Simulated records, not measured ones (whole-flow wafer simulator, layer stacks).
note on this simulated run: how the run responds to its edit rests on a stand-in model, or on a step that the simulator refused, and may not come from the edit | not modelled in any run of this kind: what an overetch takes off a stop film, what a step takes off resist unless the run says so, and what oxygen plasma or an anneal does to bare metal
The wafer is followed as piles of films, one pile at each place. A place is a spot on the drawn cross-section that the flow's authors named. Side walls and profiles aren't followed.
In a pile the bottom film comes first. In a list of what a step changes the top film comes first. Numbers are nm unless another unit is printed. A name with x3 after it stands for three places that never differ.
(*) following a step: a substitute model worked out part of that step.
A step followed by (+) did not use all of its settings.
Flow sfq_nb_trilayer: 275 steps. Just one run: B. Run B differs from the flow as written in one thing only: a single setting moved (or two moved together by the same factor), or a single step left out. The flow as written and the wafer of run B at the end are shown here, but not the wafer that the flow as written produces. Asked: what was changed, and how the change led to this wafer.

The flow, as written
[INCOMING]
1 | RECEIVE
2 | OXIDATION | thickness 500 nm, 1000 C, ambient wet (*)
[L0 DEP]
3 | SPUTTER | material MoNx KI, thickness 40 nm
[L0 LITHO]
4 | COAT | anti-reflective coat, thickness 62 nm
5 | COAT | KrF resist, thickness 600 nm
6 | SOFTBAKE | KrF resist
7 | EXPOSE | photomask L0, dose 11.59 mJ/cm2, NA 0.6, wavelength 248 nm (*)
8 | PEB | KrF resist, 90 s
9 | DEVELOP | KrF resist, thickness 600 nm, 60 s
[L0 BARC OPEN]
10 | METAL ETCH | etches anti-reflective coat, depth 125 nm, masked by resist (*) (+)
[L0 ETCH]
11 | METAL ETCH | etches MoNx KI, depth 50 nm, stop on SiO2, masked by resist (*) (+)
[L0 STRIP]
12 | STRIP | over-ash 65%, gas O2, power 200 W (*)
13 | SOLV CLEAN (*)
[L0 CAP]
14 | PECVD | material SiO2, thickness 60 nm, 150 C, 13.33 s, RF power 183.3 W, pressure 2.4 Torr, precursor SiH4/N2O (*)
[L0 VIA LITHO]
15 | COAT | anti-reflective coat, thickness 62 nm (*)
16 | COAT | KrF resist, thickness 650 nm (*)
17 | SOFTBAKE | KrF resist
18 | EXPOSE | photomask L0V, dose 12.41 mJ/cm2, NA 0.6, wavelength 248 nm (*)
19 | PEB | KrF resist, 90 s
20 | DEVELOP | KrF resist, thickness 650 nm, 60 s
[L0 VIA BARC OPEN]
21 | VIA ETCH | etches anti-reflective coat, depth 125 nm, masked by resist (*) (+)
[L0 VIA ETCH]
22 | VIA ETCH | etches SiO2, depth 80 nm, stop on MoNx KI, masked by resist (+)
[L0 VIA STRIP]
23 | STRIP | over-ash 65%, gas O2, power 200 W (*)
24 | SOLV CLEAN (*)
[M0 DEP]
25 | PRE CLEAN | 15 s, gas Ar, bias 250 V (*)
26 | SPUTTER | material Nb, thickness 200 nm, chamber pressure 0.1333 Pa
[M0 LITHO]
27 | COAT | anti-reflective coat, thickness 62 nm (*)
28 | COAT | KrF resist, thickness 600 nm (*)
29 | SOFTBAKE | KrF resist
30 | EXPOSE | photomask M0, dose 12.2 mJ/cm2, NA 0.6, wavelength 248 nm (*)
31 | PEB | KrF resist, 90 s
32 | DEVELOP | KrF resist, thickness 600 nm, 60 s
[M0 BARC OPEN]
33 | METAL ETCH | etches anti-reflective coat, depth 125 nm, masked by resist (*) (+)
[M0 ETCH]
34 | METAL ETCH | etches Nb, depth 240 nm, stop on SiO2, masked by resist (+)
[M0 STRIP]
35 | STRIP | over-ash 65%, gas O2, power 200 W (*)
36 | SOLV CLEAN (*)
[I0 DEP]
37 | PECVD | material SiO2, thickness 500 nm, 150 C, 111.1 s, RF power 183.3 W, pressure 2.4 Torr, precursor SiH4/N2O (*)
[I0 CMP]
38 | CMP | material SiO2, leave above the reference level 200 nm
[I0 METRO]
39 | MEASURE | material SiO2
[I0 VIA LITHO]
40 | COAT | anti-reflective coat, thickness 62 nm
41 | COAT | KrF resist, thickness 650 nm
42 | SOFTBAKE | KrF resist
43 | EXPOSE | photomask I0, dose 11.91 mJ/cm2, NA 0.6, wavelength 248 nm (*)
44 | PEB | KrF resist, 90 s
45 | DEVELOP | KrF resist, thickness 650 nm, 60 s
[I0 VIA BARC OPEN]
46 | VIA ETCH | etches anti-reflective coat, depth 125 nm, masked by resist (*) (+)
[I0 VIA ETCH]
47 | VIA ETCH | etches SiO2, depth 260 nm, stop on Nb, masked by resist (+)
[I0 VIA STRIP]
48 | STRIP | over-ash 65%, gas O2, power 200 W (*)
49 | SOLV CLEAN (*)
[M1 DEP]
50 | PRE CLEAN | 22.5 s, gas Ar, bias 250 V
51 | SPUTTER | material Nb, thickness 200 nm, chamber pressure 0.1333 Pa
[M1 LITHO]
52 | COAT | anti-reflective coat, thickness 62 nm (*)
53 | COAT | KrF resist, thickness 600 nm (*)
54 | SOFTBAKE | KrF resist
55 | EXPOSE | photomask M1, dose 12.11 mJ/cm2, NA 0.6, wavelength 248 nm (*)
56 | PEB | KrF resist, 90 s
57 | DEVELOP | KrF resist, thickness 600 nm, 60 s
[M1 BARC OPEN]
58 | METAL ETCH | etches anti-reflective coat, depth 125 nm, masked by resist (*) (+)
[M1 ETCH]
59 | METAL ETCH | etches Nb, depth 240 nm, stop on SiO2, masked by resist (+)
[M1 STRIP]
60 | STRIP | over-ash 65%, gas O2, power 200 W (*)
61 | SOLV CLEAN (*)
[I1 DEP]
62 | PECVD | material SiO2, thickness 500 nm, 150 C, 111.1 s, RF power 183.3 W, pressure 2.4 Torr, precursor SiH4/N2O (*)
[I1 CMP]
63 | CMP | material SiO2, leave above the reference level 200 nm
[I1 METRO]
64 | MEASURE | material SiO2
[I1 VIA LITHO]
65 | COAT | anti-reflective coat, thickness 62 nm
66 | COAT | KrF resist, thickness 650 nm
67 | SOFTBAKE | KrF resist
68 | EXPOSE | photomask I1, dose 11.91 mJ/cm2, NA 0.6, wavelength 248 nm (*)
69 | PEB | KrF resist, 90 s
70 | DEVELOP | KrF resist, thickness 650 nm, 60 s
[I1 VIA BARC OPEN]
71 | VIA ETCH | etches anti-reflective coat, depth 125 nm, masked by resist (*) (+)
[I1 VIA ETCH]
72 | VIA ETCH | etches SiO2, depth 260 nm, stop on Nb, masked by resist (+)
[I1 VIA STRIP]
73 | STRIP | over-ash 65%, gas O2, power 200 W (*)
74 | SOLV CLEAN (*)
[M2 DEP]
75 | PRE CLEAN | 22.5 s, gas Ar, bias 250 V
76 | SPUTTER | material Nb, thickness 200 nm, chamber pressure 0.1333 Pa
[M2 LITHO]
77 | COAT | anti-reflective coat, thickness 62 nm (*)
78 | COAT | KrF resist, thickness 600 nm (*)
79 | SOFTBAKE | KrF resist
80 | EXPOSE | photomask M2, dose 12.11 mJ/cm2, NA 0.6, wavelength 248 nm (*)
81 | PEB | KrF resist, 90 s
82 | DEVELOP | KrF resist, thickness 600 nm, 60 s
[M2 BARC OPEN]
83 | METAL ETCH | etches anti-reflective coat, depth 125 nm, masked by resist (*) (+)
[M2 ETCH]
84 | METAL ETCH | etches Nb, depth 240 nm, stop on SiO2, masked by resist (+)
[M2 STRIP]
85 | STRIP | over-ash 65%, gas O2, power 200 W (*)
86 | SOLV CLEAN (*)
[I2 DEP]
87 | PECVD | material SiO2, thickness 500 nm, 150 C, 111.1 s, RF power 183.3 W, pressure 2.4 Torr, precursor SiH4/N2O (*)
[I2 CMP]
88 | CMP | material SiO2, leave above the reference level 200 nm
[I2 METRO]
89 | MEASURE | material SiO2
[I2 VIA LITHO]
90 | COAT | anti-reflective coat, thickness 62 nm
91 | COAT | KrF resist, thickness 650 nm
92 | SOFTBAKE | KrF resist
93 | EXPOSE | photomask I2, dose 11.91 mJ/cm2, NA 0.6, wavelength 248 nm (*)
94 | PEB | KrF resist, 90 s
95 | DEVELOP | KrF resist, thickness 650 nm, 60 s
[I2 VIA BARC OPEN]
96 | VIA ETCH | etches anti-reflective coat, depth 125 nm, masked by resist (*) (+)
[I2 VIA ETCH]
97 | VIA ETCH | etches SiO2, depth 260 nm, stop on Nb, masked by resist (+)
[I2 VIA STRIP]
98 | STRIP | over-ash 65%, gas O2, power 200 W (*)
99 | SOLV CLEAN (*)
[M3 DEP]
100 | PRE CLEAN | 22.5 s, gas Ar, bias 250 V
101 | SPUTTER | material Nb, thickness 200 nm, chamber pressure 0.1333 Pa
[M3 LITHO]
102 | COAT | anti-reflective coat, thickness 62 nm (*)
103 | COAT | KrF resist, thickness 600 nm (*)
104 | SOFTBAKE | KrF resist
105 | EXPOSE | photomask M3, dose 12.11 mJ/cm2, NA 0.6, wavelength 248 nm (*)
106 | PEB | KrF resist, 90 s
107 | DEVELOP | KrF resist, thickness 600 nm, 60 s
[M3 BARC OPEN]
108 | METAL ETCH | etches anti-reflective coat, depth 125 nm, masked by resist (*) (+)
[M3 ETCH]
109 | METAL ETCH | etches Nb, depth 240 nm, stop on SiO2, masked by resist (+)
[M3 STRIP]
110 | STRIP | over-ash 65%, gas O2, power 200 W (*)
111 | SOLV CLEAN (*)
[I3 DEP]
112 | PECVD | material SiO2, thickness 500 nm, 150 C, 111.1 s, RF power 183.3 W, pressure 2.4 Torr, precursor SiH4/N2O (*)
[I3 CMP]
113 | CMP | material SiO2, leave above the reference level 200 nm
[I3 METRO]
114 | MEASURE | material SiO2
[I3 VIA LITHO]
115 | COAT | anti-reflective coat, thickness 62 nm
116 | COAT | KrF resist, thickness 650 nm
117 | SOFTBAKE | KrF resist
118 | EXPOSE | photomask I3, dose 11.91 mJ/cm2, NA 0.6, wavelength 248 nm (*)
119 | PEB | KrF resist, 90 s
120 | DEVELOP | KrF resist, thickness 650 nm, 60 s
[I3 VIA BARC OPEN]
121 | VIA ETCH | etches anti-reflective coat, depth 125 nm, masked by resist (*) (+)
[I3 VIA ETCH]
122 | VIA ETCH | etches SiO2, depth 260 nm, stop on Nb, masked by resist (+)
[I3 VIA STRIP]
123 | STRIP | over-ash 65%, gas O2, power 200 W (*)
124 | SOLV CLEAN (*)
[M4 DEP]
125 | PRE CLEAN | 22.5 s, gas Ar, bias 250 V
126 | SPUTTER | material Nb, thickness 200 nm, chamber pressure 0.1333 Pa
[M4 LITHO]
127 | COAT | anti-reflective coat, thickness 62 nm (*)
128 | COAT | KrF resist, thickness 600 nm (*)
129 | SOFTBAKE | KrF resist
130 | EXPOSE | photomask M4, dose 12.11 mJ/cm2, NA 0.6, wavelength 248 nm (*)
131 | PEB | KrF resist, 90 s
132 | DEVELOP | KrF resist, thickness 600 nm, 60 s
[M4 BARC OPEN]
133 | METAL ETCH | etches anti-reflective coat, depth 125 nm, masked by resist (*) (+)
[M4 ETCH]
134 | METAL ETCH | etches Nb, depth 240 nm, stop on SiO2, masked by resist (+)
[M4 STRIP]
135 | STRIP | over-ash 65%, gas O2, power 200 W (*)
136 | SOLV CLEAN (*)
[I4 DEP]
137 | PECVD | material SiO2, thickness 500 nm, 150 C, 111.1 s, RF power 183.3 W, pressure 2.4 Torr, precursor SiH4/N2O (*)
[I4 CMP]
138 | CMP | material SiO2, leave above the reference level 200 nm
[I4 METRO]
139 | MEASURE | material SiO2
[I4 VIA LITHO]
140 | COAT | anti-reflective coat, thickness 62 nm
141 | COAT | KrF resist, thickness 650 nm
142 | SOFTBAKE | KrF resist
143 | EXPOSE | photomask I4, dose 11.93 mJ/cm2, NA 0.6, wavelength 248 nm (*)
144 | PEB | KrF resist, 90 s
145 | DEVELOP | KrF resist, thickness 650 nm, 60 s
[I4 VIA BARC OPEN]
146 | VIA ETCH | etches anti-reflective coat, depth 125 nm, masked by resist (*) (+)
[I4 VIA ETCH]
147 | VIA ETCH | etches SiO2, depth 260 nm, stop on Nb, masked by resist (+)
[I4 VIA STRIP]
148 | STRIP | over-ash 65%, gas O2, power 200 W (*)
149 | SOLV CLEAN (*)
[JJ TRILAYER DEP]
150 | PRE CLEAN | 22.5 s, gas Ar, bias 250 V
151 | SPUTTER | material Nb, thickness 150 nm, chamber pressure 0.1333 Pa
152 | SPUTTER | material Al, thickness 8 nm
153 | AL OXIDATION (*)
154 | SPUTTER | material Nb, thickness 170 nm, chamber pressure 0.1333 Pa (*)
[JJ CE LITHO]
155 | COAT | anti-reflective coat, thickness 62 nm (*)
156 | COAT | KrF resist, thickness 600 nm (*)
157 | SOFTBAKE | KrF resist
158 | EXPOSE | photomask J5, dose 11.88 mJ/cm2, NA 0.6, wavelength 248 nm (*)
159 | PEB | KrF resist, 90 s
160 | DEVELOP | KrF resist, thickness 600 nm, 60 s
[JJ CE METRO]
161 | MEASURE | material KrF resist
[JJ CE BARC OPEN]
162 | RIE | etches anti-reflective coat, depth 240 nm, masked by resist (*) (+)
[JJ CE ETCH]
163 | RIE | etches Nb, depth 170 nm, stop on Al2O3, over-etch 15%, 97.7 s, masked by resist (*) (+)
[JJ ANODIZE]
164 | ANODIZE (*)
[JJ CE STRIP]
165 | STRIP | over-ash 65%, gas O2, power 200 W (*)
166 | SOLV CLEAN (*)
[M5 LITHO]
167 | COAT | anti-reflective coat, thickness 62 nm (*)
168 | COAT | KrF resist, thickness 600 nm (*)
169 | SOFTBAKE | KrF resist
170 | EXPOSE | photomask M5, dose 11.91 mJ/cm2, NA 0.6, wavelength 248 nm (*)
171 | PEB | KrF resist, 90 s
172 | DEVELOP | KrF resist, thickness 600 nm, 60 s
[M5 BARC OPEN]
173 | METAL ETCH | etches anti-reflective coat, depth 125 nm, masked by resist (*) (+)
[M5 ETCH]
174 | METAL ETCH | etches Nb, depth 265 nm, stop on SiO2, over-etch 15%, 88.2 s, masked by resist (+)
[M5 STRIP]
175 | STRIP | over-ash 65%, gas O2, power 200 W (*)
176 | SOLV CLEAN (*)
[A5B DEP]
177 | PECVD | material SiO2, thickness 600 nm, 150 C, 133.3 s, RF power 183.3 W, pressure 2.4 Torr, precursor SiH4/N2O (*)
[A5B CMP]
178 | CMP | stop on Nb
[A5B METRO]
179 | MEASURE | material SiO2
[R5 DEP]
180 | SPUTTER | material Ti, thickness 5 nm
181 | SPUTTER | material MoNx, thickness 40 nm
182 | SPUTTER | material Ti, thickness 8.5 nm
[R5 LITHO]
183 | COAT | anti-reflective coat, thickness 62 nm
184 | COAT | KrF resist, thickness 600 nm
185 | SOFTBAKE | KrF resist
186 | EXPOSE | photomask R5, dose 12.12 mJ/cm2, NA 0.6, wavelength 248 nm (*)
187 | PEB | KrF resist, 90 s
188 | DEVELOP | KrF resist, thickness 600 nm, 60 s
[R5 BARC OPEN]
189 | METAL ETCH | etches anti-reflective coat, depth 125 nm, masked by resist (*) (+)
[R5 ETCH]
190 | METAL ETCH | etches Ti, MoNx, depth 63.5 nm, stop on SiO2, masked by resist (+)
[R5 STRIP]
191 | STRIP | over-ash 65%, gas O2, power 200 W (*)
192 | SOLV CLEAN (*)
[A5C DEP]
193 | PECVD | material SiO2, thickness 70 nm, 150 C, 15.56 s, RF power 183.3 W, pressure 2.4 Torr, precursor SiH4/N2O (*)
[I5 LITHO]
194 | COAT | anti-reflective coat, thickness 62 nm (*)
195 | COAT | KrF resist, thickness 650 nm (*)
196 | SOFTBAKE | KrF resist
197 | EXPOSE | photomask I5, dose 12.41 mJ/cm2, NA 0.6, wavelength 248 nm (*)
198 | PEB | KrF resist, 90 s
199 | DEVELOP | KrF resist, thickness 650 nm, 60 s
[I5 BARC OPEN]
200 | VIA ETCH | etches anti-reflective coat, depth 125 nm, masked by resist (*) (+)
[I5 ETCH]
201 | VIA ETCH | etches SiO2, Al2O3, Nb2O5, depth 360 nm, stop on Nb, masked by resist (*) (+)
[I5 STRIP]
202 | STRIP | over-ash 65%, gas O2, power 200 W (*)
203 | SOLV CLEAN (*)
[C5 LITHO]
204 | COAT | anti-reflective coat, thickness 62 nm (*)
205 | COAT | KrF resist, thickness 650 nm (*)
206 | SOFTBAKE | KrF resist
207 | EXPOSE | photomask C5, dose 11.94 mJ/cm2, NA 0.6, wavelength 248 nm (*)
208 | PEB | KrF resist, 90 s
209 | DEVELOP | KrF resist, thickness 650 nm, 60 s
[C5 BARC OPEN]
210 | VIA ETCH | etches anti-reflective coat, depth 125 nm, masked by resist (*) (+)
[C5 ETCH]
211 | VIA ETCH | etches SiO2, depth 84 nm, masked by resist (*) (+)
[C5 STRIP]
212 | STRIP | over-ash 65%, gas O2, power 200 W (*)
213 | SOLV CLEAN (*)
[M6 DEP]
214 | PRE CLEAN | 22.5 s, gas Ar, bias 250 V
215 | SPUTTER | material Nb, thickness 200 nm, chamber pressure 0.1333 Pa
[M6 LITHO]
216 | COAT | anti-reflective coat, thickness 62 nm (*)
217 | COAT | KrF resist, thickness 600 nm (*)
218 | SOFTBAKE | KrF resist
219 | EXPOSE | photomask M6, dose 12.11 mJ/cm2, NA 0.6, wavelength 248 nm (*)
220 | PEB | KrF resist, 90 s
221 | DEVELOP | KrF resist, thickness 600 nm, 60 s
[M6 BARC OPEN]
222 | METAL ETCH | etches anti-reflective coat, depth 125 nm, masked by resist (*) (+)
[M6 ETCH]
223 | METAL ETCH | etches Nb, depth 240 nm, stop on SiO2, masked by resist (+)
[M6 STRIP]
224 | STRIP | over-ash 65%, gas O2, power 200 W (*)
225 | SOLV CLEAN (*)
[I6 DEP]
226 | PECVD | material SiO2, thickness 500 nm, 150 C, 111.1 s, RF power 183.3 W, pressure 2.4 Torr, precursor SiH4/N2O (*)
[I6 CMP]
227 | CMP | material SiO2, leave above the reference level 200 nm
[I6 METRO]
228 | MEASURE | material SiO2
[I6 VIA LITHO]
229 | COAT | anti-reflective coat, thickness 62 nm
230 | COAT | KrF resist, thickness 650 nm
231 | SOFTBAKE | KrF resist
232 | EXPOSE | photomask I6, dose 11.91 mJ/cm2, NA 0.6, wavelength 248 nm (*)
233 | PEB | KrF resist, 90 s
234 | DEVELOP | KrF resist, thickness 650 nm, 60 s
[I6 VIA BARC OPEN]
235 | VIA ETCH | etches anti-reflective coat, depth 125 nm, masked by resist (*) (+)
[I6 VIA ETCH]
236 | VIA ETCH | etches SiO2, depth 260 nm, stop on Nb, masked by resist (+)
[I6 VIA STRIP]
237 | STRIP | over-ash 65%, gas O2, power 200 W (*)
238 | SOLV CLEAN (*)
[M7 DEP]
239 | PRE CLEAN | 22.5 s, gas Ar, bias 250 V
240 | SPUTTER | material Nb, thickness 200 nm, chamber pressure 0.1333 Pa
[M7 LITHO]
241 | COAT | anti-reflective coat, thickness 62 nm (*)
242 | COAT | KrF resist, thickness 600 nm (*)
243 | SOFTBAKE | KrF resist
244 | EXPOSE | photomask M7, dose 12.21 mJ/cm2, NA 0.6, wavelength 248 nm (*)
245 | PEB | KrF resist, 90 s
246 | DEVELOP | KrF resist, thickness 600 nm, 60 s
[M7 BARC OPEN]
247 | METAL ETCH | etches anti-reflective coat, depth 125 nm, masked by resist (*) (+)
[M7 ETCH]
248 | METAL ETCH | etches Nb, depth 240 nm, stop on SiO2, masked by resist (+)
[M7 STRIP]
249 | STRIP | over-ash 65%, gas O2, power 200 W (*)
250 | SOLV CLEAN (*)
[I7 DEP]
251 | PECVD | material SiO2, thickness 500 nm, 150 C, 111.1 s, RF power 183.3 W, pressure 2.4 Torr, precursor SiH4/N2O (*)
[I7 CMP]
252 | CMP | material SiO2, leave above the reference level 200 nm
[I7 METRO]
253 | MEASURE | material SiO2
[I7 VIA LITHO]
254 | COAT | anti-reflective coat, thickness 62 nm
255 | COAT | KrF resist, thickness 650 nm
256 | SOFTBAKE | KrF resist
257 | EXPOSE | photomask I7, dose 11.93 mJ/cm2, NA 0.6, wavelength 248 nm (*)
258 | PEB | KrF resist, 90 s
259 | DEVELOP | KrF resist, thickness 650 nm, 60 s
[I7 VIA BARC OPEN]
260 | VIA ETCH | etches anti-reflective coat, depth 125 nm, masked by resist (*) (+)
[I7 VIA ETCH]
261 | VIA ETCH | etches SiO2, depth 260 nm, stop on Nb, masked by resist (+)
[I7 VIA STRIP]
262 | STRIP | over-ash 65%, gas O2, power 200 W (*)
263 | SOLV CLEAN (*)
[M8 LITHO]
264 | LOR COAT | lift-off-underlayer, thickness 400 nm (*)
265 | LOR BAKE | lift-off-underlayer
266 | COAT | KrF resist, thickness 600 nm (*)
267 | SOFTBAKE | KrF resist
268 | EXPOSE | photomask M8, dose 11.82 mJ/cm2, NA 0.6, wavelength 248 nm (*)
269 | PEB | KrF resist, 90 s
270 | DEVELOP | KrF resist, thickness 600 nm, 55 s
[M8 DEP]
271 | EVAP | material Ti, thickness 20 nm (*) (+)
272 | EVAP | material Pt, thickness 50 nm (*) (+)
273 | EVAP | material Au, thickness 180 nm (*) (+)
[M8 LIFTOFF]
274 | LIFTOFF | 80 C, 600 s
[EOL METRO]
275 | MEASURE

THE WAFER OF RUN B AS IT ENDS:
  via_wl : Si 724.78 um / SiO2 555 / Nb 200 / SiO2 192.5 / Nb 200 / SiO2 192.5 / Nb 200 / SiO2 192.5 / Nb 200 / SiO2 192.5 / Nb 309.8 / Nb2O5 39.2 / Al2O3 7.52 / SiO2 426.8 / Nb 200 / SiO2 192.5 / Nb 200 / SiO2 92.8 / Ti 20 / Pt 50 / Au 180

What caused this: step 261, VIA ETCH: depth 107 nm was run, though the flow has depth 260 nm.

How this came from the change, step by step:
  261 | VIA ETCH | etches SiO2, depth 260 nm, stop on Nb, masked by resist (+)
      via_wl, via_w, via_wr: -107 SiO2 (it would be, as written: -199.8 SiO2 (all of it))
      field_l, v_sur, via_sp and 100 more: -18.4 KrF resist (it would be, as written: -44.8 KrF resist)
  262 | STRIP | over-ash 65%, gas O2, power 200 W (*)
      field_l, v_sur, via_sp and 100 more: -555 KrF resist (all of it), -62 anti-reflective coat (all of it) (it would be, as written: -528.6 KrF resist (all of it), -62 anti-reflective coat (all of it))
  264 | LOR COAT | lift-off-underlayer, thickness 400 nm (*)
      via_wl, via_wr: +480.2 lift-off-underlayer (new film) (it would be, as written: +549.8 lift-off-underlayer (new film))
      v_sur: +383.6 lift-off-underlayer (new film) (it would be, as written: +369.4 lift-off-underlayer (new film))
      (and at 2 other places as well)
  266 | COAT | KrF resist, thickness 600 nm (*)
      via_w: +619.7 KrF resist (new film) (it would be, as written: +636.8 KrF resist (new film))
  270 | DEVELOP | KrF resist, thickness 600 nm, 55 s
      v_sur: -603.4 KrF resist (all of it), -383.6 lift-off-underlayer (all of it) (it would be, as written: -607.3 KrF resist (all of it), -369.4 lift-off-underlayer (all of it))
      via_wl: -612.2 KrF resist (all of it), -480.2 lift-off-underlayer (all of it) (it would be, as written: -623.9 KrF resist (all of it), -549.8 lift-off-underlayer (all of it))
      (and at 3 other places as well)
Taking metal films that touch as one body, via_wl has 8 bodies (between them, from the top down: SiO2 92.8; SiO2 192.5; SiO2 426.8 / Al2O3 7.52 / Nb2O5 39.2; SiO2 192.5; SiO2 192.5; SiO2 192.5; SiO2 192.5); the flow as written gives 7 bodies (between them, from the top down: SiO2 192.5; SiO2 426.8 / Al2O3 7.52 / Nb2O5 39.2; SiO2 192.5; SiO2 192.5; SiO2 192.5; SiO2 192.5).
